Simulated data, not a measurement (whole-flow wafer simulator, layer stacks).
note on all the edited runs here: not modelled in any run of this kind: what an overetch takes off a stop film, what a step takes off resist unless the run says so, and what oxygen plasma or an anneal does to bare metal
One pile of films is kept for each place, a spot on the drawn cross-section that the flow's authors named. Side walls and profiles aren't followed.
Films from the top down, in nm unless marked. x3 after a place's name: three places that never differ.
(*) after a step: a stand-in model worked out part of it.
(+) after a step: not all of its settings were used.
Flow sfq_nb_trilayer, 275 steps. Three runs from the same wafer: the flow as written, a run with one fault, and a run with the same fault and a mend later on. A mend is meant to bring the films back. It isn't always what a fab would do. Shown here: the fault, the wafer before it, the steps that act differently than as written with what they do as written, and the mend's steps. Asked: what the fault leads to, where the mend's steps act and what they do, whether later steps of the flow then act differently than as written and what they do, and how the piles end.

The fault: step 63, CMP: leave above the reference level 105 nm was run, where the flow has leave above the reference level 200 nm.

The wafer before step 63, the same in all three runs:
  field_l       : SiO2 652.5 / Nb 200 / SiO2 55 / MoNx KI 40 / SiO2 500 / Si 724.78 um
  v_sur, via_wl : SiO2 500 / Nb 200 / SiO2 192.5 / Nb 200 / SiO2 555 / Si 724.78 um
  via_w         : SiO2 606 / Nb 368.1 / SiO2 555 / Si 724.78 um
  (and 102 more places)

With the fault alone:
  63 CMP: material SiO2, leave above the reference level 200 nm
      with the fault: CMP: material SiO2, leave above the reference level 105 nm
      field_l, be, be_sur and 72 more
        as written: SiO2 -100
        with the fault: SiO2 -195
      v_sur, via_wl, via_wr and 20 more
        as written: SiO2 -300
        with the fault: SiO2 -395
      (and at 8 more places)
  Later steps of the flow that act differently than as written (3 more steps differ only slightly, by at most 2% or 0.5 nm, whichever is larger, and aren't shown):
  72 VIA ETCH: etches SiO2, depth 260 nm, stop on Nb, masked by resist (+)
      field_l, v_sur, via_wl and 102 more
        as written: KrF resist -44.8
        with the fault: KrF resist -27.1
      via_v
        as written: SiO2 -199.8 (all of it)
        with the fault: SiO2 -104.8 (all of it)
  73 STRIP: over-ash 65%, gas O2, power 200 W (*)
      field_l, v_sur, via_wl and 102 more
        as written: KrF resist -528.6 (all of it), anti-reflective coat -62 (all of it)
        with the fault: KrF resist -546.3 (all of it), anti-reflective coat -62 (all of it)
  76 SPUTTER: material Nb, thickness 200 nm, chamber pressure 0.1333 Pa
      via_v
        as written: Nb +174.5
        with the fault: Nb +193
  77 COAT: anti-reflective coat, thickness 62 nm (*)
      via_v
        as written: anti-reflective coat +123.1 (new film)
        with the fault: anti-reflective coat +105 (new film)
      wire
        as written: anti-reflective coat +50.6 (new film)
        with the fault: anti-reflective coat +48.9 (new film)
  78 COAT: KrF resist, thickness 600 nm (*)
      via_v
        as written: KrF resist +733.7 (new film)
        with the fault: KrF resist +653 (new film)
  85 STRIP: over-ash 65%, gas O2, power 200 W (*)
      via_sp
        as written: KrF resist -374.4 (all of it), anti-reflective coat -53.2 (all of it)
        with the fault: KrF resist -382.6 (all of it), anti-reflective coat -52.4 (all of it)
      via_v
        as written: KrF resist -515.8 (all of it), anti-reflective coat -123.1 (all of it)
        with the fault: KrF resist -435.2 (all of it), anti-reflective coat -105 (all of it)
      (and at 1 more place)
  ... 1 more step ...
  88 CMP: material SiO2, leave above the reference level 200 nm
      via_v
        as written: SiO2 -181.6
        with the fault: SiO2 -189
  At the end the piles differ from the flow's by more than 2% or 0.5 nm, whichever is larger, at field_l, v_sur, via_wl and 103 more.
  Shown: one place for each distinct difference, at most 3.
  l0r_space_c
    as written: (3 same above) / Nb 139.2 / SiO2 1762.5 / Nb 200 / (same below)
    with the fault: (3 same above) / Nb 139.2 / SiO2 1667.5 / Nb 200 / (same below)
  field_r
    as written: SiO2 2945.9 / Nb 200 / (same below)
    with the fault: SiO2 2850.9 / Nb 200 / (same below)
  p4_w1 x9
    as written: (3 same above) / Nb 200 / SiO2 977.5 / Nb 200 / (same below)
    with the fault: (3 same above) / Nb 200 / SiO2 882.5 / Nb 200 / (same below)

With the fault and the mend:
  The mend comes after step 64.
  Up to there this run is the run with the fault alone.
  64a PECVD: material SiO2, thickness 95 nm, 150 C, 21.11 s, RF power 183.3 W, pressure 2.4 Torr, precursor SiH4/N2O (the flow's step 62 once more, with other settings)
      field_l, v_sur, via_wl and 103 more
        SiO2 +95
  No later step of the flow acts differently than as written, at any place that is followed, by more than 2% or 0.5 nm, whichever is larger.
  At the end the piles are the same as the flow's at every place that both follow.
